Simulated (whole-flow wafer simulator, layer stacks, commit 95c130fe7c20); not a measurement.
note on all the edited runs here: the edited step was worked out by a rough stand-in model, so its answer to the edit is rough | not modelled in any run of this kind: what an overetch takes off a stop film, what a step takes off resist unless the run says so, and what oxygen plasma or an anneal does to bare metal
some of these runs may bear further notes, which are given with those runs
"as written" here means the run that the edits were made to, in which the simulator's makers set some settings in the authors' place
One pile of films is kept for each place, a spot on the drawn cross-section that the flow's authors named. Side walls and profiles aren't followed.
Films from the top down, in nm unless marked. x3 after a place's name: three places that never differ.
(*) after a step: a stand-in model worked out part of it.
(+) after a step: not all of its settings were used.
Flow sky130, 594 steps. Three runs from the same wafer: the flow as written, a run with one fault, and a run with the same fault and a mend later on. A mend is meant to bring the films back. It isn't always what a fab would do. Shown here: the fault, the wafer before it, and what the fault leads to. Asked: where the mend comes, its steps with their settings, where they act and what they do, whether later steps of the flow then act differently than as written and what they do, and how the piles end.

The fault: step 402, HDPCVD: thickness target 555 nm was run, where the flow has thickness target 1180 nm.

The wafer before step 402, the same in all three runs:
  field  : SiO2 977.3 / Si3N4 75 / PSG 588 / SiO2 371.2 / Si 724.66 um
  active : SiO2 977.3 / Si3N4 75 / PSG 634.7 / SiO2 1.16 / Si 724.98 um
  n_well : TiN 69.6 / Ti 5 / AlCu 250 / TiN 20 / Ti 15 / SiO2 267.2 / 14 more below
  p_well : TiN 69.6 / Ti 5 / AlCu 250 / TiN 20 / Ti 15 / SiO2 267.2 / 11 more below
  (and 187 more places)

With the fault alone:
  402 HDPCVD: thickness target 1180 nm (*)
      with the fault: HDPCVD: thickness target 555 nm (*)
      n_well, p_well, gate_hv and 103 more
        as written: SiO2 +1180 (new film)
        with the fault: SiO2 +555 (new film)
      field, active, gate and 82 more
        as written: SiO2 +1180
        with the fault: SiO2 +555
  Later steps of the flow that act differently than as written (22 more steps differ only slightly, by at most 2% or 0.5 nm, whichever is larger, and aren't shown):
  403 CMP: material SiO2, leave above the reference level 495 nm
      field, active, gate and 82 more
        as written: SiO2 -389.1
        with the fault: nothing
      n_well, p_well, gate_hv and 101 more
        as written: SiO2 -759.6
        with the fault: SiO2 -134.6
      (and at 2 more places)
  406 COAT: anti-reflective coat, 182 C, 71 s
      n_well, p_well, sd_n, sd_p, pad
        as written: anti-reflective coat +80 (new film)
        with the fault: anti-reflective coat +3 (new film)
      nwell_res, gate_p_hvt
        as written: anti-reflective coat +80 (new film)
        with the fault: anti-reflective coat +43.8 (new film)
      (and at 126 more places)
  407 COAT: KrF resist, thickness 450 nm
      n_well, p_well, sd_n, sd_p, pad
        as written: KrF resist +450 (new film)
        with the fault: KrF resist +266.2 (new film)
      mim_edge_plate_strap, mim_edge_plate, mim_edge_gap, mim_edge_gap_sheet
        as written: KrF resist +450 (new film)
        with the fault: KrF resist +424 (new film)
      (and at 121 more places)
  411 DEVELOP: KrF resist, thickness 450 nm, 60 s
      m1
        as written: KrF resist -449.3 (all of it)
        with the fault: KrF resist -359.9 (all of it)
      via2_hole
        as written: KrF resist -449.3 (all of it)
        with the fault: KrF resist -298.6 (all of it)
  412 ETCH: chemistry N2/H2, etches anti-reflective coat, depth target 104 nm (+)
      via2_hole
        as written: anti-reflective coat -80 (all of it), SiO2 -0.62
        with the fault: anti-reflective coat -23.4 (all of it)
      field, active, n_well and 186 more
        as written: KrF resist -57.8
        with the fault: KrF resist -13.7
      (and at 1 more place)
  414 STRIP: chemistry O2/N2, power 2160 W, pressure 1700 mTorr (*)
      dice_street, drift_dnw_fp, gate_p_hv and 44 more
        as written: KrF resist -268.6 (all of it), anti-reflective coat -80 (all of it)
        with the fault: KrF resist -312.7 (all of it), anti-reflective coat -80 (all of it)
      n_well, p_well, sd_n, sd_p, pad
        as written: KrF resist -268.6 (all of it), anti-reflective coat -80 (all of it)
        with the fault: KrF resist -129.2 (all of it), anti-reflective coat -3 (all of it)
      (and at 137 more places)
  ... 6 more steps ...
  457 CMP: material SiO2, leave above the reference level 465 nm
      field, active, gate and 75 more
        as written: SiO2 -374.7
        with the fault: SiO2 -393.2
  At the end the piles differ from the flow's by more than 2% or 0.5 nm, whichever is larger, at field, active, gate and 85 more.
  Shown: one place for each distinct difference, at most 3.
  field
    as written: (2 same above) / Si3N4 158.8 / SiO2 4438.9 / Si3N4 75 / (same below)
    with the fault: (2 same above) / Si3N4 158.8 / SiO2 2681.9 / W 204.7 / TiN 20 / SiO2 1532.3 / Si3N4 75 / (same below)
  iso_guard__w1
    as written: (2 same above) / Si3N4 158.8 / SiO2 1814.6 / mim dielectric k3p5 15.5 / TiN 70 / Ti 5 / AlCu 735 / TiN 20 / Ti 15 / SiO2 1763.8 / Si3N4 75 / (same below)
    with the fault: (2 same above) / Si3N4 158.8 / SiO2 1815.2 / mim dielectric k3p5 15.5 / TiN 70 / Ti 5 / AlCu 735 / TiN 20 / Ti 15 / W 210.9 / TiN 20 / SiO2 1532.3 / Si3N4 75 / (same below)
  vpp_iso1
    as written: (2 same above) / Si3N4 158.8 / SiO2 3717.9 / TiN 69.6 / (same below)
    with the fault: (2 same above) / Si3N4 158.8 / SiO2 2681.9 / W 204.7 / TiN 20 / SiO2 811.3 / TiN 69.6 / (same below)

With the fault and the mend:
  The mend comes after step 402.
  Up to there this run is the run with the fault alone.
  402a HDPCVD: thickness target 625 nm (*) (the flow's step 402 once more, with other settings)
      field, active, n_well and 188 more
        SiO2 +625
  No later step of the flow acts differently than as written, at any place that is followed, by more than 2% or 0.5 nm, whichever is larger.
  At the end the piles are the same as the flow's at every place that both follow.
